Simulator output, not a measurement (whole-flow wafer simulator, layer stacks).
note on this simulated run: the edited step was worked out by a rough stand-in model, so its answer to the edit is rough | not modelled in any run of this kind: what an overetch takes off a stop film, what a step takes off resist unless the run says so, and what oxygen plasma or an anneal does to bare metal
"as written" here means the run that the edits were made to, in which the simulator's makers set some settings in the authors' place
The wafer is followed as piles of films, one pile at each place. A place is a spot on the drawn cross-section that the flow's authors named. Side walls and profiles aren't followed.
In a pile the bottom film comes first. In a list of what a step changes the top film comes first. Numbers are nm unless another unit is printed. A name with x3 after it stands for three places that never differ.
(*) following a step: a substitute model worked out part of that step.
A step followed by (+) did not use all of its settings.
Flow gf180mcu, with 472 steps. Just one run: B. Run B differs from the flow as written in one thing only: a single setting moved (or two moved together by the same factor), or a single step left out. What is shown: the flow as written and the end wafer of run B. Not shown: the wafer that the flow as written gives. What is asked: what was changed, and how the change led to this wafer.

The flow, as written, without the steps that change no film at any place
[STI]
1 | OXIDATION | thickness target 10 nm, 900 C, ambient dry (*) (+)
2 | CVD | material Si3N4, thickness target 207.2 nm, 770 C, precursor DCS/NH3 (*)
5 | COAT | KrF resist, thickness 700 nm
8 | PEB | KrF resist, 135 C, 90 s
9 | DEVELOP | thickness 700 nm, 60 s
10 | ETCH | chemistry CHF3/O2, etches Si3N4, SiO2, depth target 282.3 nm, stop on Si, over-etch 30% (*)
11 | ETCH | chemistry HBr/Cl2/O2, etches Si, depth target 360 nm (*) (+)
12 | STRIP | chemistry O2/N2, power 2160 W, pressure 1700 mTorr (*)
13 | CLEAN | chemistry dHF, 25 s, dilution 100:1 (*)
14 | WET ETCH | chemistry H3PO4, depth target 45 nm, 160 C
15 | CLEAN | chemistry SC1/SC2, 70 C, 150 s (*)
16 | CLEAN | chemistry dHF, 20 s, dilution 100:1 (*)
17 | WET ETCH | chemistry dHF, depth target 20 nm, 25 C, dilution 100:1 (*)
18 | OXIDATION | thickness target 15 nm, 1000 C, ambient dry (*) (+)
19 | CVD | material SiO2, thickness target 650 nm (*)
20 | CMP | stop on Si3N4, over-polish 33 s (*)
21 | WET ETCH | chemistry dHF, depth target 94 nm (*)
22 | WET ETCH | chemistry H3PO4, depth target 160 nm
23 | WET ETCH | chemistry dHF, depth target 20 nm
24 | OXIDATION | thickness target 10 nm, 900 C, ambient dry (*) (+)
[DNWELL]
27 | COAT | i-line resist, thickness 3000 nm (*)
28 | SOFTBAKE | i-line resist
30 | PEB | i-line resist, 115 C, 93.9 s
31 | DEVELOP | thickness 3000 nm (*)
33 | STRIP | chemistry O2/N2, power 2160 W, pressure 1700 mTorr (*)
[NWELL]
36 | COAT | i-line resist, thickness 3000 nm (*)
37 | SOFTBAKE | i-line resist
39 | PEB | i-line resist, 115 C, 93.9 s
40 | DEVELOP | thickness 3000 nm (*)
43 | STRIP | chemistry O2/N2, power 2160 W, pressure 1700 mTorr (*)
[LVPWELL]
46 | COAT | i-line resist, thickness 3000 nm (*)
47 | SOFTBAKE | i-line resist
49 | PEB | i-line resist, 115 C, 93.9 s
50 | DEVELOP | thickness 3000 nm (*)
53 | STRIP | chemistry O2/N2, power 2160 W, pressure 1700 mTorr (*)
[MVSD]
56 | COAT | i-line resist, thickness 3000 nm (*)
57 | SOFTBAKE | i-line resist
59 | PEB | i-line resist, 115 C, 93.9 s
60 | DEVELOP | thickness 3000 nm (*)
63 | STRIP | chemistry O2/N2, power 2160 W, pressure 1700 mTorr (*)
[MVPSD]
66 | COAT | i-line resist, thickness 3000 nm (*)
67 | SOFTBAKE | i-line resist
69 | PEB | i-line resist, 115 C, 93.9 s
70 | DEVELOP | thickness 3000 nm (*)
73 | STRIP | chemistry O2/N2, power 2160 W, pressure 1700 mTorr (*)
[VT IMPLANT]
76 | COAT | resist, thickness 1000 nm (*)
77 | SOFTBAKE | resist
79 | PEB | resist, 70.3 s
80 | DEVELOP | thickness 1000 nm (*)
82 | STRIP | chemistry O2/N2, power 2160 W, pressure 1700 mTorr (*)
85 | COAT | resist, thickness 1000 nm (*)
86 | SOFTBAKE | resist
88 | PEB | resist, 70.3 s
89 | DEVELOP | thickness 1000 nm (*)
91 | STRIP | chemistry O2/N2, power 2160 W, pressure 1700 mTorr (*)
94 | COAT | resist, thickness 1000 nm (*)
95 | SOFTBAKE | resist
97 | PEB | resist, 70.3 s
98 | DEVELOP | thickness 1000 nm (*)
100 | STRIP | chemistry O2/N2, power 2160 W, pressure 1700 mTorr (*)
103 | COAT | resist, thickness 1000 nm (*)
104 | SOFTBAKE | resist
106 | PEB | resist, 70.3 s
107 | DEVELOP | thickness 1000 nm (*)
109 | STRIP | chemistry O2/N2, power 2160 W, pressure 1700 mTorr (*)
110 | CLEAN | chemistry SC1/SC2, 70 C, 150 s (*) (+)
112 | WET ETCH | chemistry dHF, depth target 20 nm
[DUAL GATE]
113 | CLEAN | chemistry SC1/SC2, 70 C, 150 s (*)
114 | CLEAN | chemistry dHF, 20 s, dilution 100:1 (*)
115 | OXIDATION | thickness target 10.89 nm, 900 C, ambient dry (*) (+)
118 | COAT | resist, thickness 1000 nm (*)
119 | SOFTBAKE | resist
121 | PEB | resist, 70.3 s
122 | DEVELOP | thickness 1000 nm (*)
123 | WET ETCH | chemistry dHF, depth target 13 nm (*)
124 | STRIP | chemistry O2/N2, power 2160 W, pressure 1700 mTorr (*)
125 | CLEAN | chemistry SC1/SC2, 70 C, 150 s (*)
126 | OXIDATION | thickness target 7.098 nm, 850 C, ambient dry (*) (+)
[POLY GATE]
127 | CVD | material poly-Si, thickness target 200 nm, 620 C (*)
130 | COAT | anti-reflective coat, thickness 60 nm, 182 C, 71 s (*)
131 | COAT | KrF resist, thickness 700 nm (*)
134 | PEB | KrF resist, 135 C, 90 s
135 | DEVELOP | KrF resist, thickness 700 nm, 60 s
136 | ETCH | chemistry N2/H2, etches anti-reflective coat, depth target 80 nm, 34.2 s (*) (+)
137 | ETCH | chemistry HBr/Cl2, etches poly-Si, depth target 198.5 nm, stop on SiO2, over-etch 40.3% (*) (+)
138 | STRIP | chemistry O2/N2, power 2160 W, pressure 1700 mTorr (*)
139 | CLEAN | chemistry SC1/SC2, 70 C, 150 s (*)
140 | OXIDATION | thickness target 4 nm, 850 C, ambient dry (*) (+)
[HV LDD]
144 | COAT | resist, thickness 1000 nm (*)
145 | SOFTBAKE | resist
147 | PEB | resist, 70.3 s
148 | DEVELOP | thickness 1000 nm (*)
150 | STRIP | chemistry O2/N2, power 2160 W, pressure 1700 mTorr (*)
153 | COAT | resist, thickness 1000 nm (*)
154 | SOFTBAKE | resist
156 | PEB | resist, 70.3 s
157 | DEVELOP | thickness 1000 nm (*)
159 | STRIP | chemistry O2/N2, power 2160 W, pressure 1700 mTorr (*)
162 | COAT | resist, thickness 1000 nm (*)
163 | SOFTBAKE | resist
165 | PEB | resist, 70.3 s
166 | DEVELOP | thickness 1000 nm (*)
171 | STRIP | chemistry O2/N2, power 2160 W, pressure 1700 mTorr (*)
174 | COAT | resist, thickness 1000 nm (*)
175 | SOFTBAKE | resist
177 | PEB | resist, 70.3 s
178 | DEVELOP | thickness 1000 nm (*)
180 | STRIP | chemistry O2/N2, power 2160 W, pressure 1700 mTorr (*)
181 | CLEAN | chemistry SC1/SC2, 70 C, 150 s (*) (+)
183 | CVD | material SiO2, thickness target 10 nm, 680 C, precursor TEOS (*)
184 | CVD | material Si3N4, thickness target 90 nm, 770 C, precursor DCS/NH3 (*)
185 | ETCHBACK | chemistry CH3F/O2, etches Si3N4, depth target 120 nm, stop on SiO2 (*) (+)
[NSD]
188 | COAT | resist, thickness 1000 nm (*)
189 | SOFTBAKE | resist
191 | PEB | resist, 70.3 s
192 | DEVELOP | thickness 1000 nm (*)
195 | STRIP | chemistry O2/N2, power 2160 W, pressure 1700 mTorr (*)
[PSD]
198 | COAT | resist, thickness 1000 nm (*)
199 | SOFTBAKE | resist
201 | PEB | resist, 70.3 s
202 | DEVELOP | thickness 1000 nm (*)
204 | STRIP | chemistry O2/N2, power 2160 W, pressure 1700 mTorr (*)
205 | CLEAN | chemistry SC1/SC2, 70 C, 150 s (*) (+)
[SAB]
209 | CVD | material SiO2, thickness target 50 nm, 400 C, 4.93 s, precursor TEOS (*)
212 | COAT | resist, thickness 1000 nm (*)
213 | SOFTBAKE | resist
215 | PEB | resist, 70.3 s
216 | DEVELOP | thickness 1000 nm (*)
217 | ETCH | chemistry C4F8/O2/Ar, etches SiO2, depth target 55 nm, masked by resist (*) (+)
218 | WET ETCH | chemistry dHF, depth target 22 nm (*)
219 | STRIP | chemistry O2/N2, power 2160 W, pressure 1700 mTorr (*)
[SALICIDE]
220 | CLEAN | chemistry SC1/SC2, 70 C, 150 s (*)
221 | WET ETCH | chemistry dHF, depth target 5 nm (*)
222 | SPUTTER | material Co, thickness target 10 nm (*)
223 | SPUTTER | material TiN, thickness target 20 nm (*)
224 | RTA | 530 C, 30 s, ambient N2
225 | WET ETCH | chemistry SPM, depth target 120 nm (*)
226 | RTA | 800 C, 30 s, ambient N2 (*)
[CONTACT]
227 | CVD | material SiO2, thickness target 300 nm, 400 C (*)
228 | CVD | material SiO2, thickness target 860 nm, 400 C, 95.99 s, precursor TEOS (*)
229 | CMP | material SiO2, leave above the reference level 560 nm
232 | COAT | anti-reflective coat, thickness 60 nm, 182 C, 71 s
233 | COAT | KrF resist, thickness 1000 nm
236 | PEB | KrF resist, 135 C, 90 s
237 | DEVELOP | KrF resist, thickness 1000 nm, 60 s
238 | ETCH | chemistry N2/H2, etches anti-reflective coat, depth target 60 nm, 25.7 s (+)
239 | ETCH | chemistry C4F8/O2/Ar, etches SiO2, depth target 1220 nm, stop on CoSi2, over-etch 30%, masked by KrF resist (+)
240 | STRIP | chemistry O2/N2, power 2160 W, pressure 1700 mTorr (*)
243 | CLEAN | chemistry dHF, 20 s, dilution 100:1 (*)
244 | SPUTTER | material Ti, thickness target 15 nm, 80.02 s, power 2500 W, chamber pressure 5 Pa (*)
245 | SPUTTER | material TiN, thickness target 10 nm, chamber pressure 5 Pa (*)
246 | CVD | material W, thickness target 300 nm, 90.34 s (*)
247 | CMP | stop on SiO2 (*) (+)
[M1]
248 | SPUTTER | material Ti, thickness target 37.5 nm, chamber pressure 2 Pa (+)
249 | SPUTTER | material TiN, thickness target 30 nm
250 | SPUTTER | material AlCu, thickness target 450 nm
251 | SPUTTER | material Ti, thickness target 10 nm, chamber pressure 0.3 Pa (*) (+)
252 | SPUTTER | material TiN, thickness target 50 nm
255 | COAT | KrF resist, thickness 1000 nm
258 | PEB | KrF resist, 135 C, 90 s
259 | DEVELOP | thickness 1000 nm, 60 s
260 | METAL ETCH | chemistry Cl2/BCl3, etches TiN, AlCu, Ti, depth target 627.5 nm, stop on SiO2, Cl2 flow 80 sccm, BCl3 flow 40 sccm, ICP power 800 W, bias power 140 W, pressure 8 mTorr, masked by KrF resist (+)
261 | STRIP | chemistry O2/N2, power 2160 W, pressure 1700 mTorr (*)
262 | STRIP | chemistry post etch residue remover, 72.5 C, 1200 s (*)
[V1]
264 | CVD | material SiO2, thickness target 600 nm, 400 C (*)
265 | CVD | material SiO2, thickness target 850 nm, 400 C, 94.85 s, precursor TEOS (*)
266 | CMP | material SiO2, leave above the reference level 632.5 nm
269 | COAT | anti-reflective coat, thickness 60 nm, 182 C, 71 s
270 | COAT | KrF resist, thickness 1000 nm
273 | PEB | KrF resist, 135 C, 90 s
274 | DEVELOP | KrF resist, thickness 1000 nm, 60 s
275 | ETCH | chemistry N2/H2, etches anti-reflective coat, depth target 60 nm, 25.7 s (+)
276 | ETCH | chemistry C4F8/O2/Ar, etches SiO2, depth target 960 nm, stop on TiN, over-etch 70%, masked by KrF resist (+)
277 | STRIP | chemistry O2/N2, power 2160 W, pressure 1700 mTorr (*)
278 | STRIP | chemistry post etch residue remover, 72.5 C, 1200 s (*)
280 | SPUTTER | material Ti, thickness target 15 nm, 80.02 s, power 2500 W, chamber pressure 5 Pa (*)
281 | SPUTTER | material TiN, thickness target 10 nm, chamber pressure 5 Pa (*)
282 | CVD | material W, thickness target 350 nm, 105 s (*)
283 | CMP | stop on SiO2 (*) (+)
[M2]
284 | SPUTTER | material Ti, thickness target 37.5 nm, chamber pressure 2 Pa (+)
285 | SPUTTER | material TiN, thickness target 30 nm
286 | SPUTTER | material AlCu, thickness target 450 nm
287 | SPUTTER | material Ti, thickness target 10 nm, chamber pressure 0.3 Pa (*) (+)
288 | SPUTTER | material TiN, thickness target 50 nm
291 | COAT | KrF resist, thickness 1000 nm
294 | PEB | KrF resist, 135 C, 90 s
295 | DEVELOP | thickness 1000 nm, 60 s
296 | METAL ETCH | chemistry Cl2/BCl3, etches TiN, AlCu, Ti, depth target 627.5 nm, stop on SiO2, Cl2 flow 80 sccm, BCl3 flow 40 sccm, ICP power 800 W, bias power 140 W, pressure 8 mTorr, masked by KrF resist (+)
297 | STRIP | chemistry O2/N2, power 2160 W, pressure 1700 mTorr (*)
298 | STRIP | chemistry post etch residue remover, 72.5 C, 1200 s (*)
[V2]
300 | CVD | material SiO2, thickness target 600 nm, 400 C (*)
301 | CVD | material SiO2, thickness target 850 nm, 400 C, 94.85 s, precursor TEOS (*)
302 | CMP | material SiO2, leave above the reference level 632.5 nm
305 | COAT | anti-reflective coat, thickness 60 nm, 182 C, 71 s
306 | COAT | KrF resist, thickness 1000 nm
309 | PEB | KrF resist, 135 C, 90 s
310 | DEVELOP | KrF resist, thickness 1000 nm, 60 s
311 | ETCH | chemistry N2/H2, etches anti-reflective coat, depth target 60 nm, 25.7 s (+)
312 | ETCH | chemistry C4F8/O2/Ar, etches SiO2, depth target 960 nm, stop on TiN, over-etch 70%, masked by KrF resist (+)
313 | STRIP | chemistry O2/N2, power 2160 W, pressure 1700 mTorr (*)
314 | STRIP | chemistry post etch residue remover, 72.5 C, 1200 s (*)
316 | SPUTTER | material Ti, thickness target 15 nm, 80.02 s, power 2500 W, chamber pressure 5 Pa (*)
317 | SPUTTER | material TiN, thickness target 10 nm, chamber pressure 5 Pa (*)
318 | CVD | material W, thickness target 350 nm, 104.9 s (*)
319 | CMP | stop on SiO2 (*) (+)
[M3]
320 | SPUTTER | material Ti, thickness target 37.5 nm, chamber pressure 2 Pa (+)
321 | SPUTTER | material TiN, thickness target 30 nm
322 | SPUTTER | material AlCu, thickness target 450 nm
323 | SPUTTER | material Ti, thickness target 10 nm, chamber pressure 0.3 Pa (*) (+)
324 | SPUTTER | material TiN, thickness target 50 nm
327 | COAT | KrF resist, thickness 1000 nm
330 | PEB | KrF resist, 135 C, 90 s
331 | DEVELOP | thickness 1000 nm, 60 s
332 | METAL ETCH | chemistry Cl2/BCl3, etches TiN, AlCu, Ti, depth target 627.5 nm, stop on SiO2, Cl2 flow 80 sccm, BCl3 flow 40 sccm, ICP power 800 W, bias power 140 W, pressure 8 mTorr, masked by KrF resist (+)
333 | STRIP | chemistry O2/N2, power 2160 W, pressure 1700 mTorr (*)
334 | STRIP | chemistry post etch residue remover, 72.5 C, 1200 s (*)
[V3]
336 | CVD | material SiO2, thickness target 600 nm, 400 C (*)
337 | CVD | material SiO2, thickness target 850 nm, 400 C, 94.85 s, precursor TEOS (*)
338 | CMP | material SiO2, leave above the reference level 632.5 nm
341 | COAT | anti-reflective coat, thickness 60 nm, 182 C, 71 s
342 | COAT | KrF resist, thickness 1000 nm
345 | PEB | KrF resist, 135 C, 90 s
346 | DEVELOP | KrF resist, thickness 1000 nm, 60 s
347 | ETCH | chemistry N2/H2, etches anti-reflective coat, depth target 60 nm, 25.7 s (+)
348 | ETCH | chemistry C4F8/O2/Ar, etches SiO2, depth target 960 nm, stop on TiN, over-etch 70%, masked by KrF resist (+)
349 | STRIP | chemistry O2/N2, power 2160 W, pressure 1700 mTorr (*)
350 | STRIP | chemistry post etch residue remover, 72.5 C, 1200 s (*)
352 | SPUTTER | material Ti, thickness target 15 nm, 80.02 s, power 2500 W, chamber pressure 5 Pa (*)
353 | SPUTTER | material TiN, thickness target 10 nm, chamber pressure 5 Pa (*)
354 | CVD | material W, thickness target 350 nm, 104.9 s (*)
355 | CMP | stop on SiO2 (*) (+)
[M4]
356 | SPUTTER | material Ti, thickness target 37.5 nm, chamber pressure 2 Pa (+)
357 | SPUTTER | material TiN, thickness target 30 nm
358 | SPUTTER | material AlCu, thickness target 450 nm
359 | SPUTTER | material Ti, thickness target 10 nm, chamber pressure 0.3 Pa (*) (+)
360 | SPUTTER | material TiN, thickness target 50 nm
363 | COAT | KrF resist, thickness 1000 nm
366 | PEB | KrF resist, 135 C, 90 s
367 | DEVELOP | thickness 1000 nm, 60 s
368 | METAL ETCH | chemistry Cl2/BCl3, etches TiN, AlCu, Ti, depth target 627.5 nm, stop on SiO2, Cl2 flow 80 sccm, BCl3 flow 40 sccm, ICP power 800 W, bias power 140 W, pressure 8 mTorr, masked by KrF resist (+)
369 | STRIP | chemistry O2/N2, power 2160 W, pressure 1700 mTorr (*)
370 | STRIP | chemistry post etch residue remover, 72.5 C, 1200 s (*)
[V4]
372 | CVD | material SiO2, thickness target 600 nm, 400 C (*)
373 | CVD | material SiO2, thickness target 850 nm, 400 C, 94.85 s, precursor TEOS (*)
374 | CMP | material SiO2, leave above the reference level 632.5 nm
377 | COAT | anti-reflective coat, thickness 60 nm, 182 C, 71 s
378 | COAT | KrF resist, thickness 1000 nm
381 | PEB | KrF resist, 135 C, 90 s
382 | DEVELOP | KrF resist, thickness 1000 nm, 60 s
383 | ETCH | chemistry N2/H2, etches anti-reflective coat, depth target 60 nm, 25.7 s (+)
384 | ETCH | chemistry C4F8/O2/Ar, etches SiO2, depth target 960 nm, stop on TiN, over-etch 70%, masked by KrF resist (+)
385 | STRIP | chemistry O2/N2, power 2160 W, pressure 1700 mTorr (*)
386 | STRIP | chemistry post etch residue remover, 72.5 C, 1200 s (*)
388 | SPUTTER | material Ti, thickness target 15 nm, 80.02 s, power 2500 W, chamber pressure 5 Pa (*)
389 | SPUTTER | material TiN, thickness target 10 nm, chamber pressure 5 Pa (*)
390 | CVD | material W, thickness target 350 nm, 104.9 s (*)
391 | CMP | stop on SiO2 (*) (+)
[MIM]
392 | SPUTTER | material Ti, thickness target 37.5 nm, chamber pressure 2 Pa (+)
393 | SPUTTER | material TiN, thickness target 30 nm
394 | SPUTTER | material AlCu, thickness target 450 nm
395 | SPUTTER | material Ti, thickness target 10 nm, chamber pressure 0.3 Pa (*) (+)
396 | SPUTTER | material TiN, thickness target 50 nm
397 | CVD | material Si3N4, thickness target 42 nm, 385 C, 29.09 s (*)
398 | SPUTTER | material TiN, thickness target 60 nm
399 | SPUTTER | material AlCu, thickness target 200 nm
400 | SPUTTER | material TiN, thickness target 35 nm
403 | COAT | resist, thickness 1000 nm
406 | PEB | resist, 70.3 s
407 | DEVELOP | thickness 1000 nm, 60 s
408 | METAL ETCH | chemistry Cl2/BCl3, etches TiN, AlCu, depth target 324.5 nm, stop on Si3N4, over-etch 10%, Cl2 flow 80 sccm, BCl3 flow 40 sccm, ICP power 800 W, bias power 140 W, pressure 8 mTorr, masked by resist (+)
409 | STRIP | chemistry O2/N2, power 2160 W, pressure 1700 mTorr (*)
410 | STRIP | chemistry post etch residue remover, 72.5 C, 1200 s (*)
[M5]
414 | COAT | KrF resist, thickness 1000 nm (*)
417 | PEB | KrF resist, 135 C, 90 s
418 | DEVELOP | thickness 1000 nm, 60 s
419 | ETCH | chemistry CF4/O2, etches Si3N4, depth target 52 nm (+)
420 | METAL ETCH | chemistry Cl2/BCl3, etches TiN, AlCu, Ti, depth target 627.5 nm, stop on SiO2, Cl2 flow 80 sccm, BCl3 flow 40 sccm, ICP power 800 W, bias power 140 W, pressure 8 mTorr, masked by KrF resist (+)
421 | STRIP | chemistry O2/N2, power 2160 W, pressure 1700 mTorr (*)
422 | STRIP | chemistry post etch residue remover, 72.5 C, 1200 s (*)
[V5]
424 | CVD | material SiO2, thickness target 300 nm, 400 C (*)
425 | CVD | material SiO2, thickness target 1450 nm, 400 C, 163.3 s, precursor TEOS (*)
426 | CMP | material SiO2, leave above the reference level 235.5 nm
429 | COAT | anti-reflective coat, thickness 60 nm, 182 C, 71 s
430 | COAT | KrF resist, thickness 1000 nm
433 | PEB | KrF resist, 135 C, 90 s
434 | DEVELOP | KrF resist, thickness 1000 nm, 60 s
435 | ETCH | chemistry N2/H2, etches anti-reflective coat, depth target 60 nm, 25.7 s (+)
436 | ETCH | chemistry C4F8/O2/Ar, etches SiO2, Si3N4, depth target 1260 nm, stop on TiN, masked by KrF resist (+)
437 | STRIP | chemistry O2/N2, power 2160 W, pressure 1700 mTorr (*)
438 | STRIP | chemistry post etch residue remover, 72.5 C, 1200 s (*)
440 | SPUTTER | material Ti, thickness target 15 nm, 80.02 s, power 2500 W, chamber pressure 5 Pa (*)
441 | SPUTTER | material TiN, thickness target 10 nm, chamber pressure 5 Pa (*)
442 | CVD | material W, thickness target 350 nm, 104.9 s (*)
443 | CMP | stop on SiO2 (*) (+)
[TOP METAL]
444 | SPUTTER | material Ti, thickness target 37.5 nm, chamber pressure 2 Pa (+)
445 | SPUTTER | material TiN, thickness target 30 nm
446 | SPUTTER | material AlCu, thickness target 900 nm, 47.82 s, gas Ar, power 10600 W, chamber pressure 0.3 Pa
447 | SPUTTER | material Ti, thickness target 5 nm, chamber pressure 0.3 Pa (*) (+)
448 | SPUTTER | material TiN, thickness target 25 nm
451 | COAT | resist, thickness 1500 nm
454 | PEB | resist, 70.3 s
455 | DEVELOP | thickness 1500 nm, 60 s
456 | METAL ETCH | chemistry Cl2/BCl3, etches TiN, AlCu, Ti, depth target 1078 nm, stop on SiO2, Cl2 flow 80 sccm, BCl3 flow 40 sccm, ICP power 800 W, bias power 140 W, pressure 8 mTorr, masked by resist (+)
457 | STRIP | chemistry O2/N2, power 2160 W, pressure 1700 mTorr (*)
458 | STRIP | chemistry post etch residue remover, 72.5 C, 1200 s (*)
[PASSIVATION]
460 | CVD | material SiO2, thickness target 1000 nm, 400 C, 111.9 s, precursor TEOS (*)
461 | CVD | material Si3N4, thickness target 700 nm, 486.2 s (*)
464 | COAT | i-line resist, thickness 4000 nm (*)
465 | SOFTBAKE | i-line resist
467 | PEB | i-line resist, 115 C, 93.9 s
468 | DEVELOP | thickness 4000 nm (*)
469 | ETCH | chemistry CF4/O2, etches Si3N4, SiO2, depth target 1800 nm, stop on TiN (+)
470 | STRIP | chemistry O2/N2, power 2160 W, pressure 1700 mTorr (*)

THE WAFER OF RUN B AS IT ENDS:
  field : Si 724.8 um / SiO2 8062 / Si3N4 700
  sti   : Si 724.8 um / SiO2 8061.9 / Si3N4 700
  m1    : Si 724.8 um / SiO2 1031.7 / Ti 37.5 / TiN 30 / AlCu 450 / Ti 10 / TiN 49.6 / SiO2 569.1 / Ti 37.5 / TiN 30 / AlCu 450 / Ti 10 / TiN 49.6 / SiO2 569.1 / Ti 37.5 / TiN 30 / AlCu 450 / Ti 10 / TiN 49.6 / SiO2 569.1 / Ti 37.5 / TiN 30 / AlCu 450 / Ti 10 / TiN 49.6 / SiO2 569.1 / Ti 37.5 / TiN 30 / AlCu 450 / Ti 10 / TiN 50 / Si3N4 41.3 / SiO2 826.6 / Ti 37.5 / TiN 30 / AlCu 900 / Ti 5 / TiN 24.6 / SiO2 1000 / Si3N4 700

The reason: step 11, ETCH: depth target 194 nm was run, though the flow has depth target 360 nm.

How this came from the change, step by step:
  11 | ETCH | chemistry HBr/Cl2/O2, etches Si, depth target 360 nm (*) (+)
      active, n_well, p_well and 40 more: -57 KrF resist (as written it would have been: -112.3 KrF resist)
      field, field_sub, sti and 34 more: -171 Si (as written it would have been: -337 Si)
  12 | STRIP | chemistry O2/N2, power 2160 W, pressure 1700 mTorr (*)
      active, n_well, p_well and 40 more: -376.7 KrF resist (all of it) (as written it would have been: -321.4 KrF resist (all of it))
  19 | CVD | material SiO2, thickness target 650 nm (*)
      m1, ld_fp_n, ld_drift_n and 8 more: +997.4 SiO2 (as written it would have been: +1163.4 SiO2)
  20 | CMP | stop on Si3N4, over-polish 33 s (*)
      sti, mim_1p0, pad and 11 more: -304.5 SiO2 (as written it would have been: -138.5 SiO2)
      nw_enc_fld, nw_enc_fld_lv: -308.5 SiO2 (as written it would have been: -142.5 SiO2)
      (as well as at 10 more places)
  24 | OXIDATION | thickness target 10 nm, 900 C, ambient dry (*) (+)
      field, mim, npoly_sal, nw_sep_fld: +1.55 SiO2, -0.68 Si (as written it would have been: +1.04 SiO2, -0.46 Si)
      npoly_u, ppoly_u, ppoly_sal, m1_nw: +1.54 SiO2, -0.68 Si (as written it would have been: +1.03 SiO2, -0.45 Si)
      (as well as at 3 more places)
  115 | OXIDATION | thickness target 10.89 nm, 900 C, ambient dry (*) (+)
      sti, mim_1p0, pad and 18 more: +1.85 SiO2, -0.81 Si (as written it would have been: +1.22 SiO2, -0.54 Si)
      field, field__w1, field__w2 and 6 more: +1.91 SiO2, -0.84 Si (as written it would have been: +1.25 SiO2, -0.55 Si)
      (as well as at 19 more places)
  189 | SOFTBAKE | resist
      field__w9: -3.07 resist (as written it would have been: +6.92 resist)
      active_hv: -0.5 resist (as written it would have been: +2.68 resist)
      (as well as at 1 more place)
  199 | SOFTBAKE | resist
      field__w9: -3.07 resist (as written it would have been: +6.92 resist)
      active_hv: -0.5 resist (as written it would have been: +2.68 resist)
      (as well as at 1 more place)
